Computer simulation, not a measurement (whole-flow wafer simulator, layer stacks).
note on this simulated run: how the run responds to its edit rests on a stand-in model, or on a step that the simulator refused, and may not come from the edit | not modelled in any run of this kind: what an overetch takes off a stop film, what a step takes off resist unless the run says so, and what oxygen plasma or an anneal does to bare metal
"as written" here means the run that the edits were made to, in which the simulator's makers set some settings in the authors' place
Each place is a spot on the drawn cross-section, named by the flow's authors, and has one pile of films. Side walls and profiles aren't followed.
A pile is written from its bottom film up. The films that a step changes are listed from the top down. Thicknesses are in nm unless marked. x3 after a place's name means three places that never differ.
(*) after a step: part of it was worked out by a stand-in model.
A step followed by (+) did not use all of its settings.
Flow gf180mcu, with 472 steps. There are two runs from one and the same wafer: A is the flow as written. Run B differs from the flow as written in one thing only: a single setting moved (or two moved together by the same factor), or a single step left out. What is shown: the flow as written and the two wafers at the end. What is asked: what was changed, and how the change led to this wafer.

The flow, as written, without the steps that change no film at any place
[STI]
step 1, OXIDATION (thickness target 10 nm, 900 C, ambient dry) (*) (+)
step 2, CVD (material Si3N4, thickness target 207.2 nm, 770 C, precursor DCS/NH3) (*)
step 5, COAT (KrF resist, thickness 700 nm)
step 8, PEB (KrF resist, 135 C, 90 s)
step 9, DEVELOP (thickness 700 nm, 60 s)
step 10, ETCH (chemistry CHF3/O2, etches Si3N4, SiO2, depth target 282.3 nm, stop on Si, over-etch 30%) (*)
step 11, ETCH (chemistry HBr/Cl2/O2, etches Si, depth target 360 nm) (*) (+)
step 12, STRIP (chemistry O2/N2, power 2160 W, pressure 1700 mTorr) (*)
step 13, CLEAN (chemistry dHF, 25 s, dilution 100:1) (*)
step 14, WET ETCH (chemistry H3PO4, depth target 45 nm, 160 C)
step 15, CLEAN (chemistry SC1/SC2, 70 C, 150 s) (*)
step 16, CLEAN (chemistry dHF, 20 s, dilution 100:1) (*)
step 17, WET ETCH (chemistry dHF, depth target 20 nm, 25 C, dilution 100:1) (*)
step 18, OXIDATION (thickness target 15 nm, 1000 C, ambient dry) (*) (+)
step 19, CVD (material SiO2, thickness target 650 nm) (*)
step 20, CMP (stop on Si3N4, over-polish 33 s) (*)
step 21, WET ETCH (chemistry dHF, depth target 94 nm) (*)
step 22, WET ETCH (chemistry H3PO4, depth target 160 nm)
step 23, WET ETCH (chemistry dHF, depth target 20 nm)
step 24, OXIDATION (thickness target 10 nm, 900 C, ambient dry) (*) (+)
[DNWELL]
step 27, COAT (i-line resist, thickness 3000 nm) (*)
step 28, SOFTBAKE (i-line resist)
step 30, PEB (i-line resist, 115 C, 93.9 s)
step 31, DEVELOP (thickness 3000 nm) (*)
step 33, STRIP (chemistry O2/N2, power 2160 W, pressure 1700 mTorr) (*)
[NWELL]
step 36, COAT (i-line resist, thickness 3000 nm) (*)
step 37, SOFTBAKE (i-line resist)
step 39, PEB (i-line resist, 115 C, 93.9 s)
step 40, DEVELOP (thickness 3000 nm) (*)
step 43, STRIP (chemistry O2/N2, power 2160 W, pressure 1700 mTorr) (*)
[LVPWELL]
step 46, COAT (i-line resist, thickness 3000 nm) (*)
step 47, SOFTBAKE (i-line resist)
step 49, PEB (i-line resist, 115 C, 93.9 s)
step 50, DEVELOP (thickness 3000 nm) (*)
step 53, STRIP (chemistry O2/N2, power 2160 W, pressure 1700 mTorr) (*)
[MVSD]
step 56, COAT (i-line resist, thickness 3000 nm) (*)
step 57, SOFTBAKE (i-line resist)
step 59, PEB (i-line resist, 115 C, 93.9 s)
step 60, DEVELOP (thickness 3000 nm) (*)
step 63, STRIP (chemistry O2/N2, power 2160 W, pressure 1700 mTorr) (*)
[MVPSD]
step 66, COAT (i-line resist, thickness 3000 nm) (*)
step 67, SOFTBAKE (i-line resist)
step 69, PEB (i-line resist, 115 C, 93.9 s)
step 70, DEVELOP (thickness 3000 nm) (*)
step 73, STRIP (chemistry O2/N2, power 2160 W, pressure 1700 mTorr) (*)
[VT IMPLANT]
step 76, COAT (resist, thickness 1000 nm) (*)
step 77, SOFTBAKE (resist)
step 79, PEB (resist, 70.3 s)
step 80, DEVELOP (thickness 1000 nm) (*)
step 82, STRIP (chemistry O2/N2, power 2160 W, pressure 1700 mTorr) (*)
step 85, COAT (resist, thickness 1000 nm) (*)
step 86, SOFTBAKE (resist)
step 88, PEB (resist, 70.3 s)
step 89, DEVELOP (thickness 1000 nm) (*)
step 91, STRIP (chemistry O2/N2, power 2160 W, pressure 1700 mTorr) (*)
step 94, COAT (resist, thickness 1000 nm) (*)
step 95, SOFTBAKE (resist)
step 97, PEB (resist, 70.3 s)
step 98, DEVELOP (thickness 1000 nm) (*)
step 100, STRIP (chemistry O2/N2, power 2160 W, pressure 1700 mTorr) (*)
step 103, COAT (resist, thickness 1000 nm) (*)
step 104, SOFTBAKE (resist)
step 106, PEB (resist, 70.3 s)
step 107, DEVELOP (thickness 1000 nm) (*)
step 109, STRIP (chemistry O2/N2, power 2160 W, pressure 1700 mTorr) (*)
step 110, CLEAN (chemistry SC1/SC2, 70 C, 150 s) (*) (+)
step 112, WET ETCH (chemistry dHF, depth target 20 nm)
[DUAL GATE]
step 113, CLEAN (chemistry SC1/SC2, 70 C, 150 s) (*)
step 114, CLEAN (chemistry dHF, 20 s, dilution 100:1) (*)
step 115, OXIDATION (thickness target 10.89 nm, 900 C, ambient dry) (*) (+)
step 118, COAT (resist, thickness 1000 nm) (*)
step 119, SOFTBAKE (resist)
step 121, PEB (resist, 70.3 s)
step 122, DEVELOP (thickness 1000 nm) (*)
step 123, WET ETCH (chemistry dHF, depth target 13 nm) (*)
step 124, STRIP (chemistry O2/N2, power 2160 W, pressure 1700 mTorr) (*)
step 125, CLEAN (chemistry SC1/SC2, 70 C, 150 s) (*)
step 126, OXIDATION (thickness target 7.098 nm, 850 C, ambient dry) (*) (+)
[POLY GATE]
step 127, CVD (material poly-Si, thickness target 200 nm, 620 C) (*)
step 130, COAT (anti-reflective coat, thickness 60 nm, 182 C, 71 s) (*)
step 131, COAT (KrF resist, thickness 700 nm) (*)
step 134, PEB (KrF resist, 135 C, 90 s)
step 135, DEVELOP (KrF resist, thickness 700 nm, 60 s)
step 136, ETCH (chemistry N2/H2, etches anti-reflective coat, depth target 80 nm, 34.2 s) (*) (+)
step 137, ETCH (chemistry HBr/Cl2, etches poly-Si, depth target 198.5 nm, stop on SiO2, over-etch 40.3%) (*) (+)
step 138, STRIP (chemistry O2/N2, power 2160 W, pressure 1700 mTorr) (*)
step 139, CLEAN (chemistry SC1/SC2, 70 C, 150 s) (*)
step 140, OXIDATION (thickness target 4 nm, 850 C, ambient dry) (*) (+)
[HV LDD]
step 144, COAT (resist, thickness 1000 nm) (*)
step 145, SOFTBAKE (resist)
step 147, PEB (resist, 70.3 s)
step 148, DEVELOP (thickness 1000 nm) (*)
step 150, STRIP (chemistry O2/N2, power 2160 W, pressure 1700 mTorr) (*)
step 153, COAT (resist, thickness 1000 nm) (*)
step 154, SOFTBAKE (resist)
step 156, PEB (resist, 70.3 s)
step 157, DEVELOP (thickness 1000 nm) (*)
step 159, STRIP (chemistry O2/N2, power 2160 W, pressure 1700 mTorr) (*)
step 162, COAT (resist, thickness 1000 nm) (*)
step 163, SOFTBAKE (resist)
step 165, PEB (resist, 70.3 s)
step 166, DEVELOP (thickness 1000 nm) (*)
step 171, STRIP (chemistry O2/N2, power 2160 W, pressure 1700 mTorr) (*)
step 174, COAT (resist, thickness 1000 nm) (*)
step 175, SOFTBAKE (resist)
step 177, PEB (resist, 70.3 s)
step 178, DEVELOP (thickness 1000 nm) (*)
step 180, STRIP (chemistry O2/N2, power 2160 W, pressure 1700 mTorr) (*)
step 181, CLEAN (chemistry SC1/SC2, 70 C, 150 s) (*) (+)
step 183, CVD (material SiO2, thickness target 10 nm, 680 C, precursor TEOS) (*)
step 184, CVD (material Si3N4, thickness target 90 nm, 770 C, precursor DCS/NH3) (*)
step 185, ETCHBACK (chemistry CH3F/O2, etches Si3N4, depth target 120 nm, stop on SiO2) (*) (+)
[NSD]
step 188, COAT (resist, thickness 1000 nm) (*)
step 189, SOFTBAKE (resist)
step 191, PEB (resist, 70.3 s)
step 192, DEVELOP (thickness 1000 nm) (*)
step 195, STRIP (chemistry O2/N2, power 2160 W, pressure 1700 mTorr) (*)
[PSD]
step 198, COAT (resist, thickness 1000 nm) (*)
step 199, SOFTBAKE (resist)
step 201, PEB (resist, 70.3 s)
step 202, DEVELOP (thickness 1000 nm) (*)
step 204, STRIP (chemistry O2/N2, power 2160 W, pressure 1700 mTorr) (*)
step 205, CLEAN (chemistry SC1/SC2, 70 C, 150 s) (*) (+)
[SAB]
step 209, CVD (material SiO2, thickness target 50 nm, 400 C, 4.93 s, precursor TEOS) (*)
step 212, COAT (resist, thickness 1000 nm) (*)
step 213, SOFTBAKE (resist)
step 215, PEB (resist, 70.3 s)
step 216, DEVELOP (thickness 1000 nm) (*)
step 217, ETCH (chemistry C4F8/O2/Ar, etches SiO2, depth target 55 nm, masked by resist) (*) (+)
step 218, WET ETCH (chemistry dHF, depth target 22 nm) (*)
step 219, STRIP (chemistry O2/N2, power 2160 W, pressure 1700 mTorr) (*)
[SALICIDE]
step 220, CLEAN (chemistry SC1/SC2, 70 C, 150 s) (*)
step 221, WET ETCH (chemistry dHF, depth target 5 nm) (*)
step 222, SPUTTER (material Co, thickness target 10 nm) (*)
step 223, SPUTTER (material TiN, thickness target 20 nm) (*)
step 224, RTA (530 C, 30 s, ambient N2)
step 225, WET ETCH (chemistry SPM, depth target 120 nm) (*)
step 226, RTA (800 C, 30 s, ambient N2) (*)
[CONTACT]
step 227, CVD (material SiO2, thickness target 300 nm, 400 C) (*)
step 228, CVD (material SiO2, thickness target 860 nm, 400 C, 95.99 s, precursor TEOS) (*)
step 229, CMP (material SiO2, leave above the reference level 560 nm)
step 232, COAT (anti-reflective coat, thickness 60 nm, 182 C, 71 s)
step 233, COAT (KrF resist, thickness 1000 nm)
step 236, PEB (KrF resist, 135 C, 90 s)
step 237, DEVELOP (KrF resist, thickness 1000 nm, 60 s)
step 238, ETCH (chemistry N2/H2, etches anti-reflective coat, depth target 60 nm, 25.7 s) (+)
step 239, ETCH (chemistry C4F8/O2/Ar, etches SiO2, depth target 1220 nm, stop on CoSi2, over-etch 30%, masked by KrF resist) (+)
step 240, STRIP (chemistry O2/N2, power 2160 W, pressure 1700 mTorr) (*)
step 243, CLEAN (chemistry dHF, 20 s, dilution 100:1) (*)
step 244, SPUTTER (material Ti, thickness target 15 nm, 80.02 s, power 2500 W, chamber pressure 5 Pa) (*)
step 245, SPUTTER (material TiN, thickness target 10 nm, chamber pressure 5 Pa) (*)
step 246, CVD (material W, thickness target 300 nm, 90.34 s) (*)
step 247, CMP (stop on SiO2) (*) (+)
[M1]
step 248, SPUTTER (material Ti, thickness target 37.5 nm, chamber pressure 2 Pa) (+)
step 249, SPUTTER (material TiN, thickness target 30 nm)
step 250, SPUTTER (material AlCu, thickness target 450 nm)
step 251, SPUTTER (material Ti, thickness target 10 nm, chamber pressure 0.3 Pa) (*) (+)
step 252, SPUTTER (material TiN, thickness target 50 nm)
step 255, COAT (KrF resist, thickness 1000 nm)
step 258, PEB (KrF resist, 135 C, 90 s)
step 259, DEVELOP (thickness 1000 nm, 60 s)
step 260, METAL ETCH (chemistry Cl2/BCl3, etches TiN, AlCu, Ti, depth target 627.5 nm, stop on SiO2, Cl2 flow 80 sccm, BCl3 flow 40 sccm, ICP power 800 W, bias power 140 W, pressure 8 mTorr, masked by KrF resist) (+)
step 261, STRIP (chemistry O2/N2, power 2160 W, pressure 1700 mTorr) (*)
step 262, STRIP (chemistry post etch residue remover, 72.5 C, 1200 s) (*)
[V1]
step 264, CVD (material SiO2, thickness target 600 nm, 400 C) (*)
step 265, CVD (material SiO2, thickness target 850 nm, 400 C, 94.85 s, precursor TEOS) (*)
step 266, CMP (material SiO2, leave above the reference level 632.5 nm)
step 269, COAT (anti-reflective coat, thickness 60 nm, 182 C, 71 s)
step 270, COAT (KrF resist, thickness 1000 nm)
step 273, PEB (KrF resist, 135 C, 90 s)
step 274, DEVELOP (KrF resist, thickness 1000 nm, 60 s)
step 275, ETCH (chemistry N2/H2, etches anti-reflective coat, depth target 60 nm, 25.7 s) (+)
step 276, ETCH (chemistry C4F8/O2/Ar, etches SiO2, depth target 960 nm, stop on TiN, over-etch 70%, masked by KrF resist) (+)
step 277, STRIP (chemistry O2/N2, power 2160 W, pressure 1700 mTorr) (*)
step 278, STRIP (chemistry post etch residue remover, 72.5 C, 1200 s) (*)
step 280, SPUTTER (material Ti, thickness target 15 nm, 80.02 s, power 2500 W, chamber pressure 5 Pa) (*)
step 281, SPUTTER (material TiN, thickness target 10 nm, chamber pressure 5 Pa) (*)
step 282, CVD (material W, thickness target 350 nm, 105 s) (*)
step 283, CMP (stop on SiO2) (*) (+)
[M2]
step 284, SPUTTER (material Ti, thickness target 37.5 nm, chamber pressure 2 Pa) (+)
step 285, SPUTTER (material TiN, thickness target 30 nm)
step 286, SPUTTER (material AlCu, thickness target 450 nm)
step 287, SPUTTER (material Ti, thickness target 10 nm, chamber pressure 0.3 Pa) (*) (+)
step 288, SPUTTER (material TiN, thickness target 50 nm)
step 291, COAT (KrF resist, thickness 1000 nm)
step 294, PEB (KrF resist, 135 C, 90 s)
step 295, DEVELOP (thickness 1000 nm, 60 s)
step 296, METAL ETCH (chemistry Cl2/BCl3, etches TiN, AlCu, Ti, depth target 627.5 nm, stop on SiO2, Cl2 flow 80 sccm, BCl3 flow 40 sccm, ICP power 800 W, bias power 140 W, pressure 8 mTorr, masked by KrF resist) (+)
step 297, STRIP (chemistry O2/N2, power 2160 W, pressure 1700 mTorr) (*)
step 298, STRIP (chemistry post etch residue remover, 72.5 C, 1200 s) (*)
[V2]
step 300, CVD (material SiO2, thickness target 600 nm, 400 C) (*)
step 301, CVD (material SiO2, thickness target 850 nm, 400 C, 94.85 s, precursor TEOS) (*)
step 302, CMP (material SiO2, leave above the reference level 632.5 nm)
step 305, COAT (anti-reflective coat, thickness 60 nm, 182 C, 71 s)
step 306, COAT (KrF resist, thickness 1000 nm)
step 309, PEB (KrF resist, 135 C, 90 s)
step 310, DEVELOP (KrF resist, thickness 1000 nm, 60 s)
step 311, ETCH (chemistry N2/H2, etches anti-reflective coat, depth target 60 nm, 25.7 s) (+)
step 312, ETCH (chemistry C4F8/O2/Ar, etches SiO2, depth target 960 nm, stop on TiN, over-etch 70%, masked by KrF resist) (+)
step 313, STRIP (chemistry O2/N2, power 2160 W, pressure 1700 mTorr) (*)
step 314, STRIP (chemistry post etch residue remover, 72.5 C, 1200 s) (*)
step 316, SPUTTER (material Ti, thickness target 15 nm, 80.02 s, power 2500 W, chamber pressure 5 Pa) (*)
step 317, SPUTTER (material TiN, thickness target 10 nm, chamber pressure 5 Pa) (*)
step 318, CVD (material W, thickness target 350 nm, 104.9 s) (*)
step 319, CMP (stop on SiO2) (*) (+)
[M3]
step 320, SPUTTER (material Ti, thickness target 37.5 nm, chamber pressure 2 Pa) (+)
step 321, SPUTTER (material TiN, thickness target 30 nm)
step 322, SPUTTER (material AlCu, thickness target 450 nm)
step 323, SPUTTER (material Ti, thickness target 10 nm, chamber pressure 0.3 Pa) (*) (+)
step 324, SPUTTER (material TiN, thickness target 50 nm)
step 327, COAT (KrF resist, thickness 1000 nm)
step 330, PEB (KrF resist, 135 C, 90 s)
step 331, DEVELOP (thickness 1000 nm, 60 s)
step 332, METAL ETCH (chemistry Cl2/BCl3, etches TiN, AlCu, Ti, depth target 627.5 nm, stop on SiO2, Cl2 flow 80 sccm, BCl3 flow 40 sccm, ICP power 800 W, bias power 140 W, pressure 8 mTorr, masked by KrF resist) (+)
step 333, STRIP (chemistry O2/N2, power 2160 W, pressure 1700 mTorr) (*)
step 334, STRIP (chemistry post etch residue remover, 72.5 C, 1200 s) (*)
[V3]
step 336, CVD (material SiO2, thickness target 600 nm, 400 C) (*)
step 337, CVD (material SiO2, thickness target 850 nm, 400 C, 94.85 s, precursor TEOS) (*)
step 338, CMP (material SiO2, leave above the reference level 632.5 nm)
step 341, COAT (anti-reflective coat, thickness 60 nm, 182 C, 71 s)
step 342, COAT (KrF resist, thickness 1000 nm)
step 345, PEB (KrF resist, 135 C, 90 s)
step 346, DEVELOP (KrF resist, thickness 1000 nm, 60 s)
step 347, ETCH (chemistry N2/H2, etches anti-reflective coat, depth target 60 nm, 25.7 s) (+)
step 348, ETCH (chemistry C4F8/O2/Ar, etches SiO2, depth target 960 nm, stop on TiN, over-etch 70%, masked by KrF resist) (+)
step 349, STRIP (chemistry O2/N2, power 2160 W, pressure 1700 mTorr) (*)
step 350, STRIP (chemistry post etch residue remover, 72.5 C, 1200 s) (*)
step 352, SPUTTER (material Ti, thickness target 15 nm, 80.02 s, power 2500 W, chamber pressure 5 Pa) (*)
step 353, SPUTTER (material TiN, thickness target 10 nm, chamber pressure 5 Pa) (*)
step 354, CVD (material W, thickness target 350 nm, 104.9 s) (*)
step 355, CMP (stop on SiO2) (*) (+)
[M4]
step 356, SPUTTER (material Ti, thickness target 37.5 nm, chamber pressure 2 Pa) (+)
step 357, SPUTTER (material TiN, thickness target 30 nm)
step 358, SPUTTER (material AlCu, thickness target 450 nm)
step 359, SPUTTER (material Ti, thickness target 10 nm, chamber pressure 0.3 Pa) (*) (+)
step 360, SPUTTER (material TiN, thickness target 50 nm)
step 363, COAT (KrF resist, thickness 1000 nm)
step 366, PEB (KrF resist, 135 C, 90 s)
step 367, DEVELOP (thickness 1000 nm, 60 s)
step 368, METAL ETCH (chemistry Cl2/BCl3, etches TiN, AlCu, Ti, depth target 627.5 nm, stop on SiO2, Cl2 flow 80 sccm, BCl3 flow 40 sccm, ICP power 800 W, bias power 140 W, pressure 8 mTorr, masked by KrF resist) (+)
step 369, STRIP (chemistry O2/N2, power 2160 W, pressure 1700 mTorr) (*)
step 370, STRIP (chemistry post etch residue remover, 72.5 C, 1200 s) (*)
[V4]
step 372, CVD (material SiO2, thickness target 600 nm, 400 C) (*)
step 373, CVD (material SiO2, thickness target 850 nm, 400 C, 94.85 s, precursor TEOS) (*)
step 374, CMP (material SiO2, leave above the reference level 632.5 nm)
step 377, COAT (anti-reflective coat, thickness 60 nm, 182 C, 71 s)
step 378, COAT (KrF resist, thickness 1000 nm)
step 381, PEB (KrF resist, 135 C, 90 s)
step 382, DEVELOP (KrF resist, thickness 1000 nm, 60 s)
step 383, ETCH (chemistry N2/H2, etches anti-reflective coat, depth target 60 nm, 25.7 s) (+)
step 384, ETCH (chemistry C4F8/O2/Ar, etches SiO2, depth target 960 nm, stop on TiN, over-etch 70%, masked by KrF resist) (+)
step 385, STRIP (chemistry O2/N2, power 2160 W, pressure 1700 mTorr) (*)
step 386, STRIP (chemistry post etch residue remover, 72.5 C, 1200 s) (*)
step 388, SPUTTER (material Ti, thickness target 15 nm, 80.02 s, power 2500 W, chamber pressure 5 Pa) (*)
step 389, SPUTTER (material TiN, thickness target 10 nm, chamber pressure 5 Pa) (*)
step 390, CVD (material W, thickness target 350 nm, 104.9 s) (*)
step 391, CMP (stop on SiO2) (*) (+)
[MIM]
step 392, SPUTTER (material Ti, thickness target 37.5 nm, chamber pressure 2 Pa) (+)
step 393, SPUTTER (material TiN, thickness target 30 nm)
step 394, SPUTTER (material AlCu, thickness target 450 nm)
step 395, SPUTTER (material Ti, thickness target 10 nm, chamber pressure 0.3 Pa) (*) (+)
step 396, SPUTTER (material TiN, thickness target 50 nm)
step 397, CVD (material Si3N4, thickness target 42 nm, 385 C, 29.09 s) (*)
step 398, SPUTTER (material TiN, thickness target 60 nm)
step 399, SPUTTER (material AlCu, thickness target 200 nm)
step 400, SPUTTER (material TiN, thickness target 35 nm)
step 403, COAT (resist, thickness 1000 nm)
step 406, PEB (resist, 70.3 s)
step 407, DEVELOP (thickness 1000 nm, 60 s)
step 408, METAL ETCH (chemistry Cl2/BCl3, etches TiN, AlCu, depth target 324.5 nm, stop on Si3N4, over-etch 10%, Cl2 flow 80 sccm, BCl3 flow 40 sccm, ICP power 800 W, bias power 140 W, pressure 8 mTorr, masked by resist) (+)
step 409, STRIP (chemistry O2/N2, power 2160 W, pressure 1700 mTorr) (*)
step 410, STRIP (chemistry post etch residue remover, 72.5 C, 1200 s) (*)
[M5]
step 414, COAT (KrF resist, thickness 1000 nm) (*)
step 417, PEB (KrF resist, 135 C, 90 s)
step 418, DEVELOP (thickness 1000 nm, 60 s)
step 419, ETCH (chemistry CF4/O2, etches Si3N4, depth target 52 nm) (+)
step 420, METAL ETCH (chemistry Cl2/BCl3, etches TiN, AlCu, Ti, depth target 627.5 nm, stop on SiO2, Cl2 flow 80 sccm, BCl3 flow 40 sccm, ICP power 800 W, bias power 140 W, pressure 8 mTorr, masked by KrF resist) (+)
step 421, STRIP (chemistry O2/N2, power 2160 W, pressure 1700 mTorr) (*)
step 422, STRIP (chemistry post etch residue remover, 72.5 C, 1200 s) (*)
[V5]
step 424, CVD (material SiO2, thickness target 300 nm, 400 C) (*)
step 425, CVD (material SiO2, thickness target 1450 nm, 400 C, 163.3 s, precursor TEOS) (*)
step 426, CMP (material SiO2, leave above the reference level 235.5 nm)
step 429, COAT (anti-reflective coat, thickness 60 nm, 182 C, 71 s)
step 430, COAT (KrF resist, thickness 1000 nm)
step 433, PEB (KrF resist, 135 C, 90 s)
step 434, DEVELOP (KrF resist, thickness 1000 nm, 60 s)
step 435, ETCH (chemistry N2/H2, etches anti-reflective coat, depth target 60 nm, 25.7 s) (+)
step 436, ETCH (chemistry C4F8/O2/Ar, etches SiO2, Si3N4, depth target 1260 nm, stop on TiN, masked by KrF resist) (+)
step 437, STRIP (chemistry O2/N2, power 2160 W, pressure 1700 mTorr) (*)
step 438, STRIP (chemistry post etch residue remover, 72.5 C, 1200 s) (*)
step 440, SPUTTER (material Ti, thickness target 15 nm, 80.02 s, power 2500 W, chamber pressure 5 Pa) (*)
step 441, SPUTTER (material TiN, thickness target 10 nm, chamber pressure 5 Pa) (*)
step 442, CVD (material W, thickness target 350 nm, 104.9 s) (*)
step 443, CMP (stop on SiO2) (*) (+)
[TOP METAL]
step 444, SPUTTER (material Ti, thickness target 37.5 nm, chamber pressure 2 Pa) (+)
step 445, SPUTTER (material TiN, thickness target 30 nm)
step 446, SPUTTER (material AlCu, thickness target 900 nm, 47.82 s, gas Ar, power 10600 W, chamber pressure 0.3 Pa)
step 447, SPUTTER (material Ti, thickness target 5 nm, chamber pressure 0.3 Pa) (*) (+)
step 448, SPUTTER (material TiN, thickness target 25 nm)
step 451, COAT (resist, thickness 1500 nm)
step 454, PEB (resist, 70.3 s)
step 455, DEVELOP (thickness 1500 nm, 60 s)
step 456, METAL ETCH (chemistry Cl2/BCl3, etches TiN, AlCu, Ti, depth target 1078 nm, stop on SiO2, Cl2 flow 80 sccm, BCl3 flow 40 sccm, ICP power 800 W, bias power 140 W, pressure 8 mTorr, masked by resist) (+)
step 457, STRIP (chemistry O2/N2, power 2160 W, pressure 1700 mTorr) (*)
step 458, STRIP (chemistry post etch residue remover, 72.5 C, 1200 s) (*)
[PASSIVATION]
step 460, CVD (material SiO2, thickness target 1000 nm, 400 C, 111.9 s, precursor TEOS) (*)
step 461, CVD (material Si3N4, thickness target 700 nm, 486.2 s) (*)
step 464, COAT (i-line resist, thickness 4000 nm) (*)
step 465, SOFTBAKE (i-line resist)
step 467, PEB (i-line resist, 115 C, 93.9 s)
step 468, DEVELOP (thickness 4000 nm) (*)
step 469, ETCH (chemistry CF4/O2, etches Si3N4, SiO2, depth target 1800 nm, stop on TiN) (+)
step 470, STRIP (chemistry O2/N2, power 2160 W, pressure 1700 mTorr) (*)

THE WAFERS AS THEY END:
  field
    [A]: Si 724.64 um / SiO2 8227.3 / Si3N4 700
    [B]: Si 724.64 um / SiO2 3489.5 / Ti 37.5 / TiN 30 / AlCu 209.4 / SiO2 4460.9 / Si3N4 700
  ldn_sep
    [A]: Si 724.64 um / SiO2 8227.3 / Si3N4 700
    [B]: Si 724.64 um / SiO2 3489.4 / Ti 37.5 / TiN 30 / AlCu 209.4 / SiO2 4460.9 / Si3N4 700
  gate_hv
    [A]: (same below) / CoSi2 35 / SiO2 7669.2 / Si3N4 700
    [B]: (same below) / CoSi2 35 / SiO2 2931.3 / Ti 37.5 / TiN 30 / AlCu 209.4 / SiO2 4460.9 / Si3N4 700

Cause: step 332, METAL ETCH: depth target 294.9 nm was run, whereas the flow has depth target 627.5 nm.

The path from the change to this, step by step:
  step 332, METAL ETCH (chemistry Cl2/BCl3, etches TiN, AlCu, Ti, depth target 627.5 nm, stop on SiO2, Cl2 flow 80 sccm, BCl3 flow 40 sccm, ICP power 800 W, bias power 140 W, pressure 8 mTorr, masked by KrF resist) (+)
      field, field__w1, field__w2 and 103 more: A -50 TiN (all of it), -10 Ti (all of it), -450 AlCu (all of it), -30 TiN (all of it), -37.5 Ti (all of it) | B -50 TiN (all of it), -10 Ti (all of it), -234.9 AlCu
      field__w8, contact, m1, m1__w1, m1_nw: A -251 KrF resist | B -118 KrF resist
  step 333, STRIP (chemistry O2/N2, power 2160 W, pressure 1700 mTorr) (*)
      field__w8, contact, m1, m1__w1, m1_nw: A -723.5 KrF resist (all of it) | B -856.6 KrF resist (all of it)
  step 334, STRIP (chemistry post etch residue remover, 72.5 C, 1200 s) (*)
      field, field__w1, field__w2 and 103 more: A nothing | B -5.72 AlCu
  step 336, CVD (material SiO2, thickness target 600 nm, 400 C) (*)
      field, field__w1, field__w2 and 103 more: A +600 SiO2 | B +600 SiO2 (new film)
  step 338, CMP (material SiO2, leave above the reference level 632.5 nm)
      field, field__w1, field__w2 and 103 more: A -300 SiO2 | B -576.9 SiO2
With metal films that touch counted as one body, field has 1 body; the flow as written gives 0 bodies.
With metal films that touch counted as one body, ldn_sep has 1 body; the flow as written gives 0 bodies.
With metal films that touch counted as one body, gate_hv has 2 bodies (between them, from the top down: SiO2 2931.3); the flow as written gives 1 body.
